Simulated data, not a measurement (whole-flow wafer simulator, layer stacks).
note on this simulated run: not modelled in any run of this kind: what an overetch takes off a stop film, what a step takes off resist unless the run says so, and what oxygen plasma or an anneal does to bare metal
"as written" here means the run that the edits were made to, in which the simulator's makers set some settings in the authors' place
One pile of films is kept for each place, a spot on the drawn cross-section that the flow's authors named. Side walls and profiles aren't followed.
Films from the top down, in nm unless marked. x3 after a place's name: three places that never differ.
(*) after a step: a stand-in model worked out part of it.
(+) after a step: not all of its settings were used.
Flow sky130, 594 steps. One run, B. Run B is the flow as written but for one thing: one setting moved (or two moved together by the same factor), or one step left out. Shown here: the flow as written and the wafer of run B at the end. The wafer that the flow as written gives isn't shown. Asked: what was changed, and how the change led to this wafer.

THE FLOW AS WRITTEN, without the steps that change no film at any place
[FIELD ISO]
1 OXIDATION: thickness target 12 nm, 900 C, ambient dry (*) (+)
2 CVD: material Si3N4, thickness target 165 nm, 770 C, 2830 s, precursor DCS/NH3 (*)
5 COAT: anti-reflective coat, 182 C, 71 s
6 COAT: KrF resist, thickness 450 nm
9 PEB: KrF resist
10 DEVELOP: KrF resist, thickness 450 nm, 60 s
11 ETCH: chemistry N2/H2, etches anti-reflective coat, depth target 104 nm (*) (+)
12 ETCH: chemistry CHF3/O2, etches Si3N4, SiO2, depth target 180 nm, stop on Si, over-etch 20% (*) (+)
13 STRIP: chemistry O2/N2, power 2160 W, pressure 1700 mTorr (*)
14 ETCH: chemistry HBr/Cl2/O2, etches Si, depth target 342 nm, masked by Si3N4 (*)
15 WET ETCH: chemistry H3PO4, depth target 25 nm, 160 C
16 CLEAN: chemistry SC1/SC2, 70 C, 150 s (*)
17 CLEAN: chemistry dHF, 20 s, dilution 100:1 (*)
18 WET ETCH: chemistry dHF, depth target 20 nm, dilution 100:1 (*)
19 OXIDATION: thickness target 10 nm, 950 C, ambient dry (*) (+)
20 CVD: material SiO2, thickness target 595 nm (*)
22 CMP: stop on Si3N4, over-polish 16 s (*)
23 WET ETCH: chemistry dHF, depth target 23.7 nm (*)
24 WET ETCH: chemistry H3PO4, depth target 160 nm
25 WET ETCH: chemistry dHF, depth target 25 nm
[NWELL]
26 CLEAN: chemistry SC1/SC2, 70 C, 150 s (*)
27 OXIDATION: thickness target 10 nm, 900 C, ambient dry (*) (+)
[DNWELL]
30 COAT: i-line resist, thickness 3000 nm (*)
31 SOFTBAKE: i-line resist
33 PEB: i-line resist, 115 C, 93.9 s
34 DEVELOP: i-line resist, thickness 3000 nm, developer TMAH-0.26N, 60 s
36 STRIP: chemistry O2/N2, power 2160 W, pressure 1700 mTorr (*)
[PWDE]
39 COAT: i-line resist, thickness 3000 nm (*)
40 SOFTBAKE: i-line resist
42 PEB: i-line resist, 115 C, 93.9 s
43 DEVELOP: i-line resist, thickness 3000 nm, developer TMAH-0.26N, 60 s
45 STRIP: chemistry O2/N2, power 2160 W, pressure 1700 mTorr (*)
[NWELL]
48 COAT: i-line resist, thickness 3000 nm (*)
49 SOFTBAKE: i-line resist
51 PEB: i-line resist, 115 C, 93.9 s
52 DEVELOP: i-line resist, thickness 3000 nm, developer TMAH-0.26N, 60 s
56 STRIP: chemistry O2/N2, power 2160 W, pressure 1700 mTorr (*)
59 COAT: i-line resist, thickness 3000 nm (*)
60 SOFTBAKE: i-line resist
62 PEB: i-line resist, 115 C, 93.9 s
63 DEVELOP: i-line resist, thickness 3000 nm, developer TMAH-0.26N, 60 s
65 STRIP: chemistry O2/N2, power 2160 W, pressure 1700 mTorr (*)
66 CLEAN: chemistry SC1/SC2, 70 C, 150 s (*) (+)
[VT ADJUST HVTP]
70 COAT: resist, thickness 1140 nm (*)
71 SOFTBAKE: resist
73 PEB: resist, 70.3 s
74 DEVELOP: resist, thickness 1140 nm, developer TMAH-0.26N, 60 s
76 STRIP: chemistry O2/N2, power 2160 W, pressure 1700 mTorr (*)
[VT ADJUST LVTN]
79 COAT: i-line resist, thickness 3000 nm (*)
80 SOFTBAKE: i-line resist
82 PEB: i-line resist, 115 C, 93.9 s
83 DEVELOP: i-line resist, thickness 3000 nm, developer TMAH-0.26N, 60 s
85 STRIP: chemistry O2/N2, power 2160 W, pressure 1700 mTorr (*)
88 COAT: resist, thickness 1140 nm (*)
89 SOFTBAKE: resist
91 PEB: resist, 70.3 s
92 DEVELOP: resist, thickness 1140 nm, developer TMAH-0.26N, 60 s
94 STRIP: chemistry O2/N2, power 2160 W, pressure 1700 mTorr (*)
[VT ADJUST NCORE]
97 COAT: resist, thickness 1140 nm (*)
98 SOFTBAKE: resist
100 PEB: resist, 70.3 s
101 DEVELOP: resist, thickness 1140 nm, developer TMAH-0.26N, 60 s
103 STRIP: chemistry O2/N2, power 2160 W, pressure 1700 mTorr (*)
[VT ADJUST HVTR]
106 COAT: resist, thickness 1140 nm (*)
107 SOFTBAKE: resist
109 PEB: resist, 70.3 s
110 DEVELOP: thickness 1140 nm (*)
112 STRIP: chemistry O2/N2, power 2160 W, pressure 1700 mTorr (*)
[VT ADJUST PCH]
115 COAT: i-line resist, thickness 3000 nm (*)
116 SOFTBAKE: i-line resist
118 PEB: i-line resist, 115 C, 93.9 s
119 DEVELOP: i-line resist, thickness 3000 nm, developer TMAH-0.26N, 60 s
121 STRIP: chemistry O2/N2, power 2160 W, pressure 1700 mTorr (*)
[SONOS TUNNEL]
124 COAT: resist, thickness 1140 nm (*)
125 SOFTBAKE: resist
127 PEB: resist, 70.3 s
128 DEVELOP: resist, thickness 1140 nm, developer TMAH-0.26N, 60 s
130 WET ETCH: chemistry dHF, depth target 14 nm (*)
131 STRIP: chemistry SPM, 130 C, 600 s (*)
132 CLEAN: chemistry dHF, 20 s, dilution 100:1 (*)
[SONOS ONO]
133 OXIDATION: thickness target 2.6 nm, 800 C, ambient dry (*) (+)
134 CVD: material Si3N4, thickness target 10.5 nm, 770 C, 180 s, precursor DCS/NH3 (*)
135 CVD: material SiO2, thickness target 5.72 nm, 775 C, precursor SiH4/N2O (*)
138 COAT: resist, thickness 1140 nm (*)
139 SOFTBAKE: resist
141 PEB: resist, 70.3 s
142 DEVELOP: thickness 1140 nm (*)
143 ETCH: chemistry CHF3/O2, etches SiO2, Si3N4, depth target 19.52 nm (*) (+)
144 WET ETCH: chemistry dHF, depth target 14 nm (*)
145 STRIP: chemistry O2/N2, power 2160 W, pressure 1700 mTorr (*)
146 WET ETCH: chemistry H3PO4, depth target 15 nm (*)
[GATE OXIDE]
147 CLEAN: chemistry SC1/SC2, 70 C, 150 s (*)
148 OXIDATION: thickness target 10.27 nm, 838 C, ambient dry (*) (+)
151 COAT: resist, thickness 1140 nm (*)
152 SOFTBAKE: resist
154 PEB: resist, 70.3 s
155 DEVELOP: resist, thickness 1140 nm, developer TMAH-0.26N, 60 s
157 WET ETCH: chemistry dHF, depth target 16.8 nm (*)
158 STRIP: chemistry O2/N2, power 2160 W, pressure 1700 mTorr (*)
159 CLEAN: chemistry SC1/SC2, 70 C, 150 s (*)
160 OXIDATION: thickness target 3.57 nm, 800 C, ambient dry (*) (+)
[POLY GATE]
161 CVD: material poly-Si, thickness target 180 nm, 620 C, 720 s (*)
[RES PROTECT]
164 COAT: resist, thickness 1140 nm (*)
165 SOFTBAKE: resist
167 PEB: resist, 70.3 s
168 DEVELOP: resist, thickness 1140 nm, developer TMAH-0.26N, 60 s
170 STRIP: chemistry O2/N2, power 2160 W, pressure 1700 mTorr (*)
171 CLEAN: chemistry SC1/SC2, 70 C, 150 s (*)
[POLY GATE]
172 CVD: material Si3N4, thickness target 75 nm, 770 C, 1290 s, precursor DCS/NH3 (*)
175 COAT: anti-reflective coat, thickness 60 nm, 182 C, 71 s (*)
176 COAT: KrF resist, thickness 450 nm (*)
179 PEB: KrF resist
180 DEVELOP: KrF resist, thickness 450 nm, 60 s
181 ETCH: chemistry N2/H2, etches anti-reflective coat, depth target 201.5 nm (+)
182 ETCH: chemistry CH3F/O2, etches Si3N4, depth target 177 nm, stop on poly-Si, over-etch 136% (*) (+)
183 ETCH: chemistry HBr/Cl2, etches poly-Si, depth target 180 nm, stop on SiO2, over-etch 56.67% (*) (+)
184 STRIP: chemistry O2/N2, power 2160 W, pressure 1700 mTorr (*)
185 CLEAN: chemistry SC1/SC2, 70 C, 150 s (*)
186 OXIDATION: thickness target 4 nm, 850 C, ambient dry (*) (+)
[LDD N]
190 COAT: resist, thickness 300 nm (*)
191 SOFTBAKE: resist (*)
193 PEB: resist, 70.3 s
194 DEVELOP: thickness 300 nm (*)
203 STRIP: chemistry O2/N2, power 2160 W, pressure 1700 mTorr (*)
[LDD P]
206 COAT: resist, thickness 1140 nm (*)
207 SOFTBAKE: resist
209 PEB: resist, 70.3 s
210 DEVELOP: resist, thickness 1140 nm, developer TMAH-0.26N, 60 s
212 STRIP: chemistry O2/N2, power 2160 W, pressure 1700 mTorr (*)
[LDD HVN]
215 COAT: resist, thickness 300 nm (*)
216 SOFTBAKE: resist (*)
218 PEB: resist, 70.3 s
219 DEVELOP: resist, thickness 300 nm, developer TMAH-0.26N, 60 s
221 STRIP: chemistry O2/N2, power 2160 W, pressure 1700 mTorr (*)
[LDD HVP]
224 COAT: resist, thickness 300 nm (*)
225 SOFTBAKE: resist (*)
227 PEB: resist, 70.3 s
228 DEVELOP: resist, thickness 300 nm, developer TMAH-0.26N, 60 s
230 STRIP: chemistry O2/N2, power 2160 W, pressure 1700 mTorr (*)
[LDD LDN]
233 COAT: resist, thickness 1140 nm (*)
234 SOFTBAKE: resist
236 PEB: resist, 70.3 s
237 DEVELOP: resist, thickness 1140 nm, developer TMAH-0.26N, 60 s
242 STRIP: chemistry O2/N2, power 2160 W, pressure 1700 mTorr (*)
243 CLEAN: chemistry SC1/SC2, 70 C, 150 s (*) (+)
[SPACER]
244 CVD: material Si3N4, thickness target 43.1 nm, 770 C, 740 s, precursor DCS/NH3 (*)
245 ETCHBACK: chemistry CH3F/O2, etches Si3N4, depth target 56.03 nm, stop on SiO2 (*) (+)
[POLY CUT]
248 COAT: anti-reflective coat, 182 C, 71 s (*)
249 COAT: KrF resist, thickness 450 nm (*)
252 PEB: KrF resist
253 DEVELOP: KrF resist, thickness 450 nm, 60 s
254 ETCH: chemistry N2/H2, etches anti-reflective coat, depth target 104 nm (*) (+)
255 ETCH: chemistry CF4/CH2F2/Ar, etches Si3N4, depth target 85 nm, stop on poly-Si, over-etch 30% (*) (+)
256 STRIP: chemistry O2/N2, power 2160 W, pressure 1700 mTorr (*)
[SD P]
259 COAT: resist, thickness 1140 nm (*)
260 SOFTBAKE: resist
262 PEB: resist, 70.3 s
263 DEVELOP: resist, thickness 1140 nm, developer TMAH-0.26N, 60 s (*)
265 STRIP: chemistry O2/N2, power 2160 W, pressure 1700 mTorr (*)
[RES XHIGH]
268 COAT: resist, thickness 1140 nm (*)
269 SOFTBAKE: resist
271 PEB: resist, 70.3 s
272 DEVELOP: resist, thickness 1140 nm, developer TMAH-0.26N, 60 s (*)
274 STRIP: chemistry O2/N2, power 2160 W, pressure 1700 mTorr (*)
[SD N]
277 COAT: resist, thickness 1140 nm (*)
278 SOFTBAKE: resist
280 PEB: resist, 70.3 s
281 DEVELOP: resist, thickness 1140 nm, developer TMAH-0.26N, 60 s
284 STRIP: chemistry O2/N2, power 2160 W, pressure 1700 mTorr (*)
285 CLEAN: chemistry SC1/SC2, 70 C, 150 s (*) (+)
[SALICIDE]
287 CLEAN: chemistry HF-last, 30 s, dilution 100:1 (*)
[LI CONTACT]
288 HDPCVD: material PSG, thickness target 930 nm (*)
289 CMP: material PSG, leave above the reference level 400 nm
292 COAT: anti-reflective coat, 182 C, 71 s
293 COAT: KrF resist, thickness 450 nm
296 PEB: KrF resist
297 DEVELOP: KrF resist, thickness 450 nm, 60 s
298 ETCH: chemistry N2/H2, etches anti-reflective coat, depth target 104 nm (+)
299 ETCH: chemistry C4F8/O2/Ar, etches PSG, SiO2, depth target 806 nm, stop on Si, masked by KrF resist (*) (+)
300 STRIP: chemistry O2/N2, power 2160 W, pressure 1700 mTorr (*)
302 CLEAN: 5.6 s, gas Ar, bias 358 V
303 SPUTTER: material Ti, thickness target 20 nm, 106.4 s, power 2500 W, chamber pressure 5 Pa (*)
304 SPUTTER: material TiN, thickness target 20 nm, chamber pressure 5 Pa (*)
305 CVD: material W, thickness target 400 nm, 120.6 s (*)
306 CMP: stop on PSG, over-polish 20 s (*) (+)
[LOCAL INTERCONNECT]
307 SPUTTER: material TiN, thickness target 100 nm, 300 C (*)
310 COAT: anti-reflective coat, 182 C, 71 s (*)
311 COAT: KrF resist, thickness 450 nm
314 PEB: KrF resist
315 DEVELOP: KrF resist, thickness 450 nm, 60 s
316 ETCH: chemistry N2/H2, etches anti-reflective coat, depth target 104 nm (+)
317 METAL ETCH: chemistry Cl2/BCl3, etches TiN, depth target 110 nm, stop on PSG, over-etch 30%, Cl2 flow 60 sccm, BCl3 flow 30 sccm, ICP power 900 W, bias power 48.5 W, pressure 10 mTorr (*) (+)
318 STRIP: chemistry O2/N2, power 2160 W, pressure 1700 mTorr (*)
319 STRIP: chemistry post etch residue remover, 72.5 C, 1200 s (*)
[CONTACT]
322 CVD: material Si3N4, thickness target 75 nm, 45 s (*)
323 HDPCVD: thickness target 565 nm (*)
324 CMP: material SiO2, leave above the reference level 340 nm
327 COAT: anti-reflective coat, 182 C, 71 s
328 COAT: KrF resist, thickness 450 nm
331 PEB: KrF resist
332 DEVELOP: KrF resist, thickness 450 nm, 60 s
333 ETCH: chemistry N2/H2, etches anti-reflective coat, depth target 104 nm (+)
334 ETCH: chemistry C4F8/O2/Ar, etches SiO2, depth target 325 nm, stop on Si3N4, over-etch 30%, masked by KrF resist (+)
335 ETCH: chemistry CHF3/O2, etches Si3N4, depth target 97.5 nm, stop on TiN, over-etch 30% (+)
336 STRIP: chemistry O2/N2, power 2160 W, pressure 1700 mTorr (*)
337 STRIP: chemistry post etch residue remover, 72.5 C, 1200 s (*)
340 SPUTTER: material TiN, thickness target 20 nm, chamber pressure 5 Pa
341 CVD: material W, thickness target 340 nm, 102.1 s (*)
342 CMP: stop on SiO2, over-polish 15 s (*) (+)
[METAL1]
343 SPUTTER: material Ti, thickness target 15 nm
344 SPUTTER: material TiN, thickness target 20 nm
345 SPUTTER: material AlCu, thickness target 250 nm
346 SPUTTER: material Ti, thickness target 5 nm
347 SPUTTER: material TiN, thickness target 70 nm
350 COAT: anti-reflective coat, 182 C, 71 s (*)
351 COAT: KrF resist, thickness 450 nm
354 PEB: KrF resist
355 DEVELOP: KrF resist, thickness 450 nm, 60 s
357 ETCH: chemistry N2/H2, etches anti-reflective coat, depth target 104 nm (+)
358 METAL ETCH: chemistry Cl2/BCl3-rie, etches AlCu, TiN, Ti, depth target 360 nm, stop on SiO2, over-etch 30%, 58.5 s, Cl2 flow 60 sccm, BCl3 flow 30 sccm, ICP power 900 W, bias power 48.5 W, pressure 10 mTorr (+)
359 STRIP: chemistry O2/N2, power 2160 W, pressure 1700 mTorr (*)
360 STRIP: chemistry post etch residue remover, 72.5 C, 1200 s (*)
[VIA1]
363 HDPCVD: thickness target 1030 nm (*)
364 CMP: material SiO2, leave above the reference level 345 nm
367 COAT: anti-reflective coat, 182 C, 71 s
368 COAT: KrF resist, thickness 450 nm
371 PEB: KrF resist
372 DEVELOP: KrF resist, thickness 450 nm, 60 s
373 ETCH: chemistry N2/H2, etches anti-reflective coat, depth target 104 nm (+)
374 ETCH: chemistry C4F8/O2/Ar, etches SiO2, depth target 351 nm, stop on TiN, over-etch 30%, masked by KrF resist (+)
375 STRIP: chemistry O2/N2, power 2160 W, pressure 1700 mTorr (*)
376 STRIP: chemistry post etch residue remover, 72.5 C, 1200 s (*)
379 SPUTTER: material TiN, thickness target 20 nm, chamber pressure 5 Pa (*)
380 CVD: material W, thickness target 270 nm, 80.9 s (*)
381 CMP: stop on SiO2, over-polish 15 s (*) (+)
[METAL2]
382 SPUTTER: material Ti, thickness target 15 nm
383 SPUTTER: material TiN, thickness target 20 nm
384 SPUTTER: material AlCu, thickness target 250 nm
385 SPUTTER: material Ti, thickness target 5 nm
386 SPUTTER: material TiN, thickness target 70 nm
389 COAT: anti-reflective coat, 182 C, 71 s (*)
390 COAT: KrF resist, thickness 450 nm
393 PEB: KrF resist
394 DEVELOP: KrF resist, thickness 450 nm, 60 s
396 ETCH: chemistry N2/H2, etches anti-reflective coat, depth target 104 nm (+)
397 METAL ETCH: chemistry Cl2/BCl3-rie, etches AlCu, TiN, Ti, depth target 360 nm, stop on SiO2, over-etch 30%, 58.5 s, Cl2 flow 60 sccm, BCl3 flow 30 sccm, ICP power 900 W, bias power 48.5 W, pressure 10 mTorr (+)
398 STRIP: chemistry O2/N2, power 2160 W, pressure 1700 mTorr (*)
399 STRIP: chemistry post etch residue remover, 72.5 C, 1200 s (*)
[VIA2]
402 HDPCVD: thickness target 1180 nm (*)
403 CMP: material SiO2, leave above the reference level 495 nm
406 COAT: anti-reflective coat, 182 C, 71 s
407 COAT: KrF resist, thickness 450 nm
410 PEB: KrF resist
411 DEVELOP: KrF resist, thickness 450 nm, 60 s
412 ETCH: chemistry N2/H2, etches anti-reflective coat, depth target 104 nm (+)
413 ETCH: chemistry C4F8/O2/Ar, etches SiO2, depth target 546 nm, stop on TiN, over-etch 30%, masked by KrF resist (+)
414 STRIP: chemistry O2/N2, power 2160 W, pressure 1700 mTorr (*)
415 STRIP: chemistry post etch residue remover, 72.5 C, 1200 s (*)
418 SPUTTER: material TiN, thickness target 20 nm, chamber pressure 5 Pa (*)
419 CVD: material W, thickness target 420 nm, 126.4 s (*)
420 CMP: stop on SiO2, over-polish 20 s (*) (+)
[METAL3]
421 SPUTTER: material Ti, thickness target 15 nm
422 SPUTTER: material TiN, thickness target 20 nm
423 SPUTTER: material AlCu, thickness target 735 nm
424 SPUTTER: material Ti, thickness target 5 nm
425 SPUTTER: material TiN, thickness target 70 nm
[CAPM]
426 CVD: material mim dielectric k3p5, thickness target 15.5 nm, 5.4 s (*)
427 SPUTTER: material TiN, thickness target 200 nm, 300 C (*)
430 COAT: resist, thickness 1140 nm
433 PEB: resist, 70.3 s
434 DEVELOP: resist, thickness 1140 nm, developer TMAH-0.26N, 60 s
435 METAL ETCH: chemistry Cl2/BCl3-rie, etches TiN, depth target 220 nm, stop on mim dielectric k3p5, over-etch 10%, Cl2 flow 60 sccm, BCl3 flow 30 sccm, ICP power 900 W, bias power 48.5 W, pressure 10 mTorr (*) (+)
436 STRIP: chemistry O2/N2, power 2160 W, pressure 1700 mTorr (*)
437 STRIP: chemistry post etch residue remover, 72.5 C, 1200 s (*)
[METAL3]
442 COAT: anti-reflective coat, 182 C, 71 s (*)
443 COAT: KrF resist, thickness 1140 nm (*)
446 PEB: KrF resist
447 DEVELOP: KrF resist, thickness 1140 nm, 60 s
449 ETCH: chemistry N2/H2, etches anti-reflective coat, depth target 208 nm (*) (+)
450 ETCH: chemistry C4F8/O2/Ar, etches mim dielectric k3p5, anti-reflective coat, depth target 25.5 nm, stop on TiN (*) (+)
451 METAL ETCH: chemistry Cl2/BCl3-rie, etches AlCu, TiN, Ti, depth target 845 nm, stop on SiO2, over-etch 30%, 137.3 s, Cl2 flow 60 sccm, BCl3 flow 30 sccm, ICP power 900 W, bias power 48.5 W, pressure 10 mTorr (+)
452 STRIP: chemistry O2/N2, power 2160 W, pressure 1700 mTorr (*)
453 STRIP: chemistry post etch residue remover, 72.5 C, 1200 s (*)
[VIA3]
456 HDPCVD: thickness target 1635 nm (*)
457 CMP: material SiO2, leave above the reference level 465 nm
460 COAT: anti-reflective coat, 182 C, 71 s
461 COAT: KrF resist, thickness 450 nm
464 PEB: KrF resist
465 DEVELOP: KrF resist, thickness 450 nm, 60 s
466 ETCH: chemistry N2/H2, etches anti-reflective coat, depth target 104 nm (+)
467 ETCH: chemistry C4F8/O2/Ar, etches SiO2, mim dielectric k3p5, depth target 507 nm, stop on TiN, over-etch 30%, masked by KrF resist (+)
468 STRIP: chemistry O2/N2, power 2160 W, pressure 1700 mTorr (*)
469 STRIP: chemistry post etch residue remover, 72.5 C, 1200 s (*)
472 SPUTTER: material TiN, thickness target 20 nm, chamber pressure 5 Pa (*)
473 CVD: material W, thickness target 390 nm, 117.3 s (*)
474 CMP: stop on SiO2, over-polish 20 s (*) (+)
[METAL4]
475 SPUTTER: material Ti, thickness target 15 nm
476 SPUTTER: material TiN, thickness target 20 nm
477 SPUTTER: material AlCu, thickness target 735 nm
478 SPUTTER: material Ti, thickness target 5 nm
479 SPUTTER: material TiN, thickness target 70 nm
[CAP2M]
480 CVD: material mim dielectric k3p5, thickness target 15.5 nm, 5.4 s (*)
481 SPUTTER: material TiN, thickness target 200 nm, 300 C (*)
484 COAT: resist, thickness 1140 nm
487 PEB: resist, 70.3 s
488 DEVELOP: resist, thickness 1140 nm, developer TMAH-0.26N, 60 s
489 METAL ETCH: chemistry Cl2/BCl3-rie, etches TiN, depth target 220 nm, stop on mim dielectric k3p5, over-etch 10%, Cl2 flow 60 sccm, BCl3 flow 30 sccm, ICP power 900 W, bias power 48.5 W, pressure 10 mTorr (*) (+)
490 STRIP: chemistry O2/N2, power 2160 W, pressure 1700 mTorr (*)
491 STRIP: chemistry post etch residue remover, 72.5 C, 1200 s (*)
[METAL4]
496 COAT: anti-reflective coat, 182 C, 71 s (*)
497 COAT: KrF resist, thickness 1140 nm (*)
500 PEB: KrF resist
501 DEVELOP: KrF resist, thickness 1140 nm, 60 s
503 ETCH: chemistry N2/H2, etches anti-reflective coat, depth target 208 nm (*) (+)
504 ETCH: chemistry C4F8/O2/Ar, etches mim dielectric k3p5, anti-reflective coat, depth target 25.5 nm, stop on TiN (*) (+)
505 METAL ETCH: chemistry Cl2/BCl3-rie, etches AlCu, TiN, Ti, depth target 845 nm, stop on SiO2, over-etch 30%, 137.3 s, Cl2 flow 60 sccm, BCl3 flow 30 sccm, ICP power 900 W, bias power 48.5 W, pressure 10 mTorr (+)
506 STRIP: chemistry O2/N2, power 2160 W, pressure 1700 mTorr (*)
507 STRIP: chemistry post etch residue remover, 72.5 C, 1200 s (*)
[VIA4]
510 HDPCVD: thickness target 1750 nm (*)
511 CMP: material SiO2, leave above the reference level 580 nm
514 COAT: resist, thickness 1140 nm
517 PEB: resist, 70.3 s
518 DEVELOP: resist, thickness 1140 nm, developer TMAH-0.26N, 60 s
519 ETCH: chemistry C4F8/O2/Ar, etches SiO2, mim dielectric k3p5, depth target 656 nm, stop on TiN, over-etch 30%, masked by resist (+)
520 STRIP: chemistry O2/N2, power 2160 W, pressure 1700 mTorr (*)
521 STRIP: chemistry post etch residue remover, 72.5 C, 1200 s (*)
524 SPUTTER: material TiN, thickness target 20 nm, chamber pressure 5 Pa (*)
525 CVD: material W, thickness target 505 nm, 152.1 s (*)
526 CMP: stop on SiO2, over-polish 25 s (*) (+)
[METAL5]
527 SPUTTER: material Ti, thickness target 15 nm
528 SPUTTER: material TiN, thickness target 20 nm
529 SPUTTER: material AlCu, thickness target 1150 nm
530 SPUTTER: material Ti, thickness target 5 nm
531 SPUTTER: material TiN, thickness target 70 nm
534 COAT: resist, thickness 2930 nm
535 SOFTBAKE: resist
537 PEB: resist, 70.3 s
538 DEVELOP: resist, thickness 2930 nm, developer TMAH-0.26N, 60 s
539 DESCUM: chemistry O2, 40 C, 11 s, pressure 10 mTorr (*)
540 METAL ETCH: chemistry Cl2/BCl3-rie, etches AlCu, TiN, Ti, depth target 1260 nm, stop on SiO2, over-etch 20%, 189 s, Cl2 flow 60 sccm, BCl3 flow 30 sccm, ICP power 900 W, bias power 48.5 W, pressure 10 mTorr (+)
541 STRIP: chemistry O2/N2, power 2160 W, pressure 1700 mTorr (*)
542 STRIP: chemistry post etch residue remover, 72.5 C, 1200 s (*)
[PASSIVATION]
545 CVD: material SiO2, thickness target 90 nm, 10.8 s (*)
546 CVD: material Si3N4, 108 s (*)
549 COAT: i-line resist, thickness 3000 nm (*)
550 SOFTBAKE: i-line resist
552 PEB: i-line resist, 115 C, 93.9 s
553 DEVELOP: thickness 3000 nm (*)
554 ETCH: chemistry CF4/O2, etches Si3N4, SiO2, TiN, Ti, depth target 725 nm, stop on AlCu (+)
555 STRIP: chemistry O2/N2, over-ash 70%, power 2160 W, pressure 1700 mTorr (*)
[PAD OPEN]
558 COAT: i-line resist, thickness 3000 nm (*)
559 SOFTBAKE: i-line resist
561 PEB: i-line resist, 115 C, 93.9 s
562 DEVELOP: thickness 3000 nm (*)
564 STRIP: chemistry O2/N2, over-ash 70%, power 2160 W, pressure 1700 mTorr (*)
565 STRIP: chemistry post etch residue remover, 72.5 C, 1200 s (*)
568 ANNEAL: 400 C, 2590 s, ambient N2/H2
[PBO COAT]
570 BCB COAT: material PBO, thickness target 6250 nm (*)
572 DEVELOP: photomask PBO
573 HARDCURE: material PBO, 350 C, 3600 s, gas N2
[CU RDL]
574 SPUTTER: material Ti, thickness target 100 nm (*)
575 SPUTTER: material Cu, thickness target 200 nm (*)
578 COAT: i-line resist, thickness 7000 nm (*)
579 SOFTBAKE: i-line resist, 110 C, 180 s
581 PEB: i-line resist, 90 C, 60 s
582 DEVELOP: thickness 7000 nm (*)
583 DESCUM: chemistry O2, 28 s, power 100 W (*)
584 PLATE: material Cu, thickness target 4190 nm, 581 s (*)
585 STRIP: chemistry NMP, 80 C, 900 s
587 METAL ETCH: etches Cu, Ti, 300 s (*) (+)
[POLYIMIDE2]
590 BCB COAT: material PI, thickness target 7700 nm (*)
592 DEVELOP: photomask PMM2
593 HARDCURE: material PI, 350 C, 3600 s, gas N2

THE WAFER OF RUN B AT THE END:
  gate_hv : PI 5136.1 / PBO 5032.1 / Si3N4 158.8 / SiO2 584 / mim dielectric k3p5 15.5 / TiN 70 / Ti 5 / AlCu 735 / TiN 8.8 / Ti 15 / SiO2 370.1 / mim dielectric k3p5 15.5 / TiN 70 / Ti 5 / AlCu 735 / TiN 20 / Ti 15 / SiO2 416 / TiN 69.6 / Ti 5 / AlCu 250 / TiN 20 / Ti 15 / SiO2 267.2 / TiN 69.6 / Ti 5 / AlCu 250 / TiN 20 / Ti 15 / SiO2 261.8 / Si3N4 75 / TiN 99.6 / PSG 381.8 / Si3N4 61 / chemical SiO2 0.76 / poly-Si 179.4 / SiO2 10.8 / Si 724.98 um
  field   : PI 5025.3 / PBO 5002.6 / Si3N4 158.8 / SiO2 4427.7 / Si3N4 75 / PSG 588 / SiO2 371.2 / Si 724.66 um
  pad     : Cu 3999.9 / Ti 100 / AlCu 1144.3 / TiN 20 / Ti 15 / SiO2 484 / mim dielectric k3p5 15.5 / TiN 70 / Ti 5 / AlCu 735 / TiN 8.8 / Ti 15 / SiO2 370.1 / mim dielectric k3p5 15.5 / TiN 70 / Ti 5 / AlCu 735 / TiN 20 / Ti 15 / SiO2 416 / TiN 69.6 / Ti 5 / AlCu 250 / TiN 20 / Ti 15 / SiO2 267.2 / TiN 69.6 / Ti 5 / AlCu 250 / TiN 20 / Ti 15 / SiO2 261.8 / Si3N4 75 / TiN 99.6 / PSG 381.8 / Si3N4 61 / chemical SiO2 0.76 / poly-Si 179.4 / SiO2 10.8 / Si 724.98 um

The cause: step 476, SPUTTER: thickness target 8.8 nm was run, where the flow has thickness target 20 nm.
It can be read off the wafer: gate_hv has TiN 8.8, and step 476 as written asks for 20 nm.

How the change led to this, step by step:
  476 SPUTTER: material TiN, thickness target 20 nm
      field, active, n_well and 189 more: TiN +8.8 (new film) (as written it would be: TiN +20 (new film))
  505 METAL ETCH: chemistry Cl2/BCl3-rie, etches AlCu, TiN, Ti, depth target 845 nm, stop on SiO2, over-etch 30%, 137.3 s, Cl2 flow 60 sccm, BCl3 flow 30 sccm, ICP power 900 W, bias power 48.5 W, pressure 10 mTorr (+)
      field, gate, spacer and 68 more: TiN -70 (all of it), Ti -5 (all of it), AlCu -735 (all of it), TiN -8.8 (all of it), Ti -15 (all of it), SiO2 -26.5 (as written it would be: TiN -70 (all of it), Ti -5 (all of it), AlCu -735 (all of it), TiN -20 (all of it), Ti -15 (all of it), SiO2 -25.4)
      active, vpp_iso1, mim_edge_plate and 14 more: TiN -70 (all of it), Ti -5 (all of it), AlCu -735 (all of it), TiN -8.8 (all of it), Ti -15 (all of it), SiO2 -26.5 (as written it would be: TiN -70 (all of it), Ti -5 (all of it), AlCu -735 (all of it), TiN -20 (all of it), Ti -15 (all of it), SiO2 -25.3)
  511 CMP: material SiO2, leave above the reference level 580 nm
      field, active, gate and 77 more: SiO2 -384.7 (as written it would be: SiO2 -374.7)
      iso_guard__w1, mim_edge_gap, vpp_l1ln, vpp_m3ln, rpm_encl, via2_enc, rpm_encl_psd, iso_guard_nsd_tip: SiO2 -384.7 (as written it would be: SiO2 -374.6)
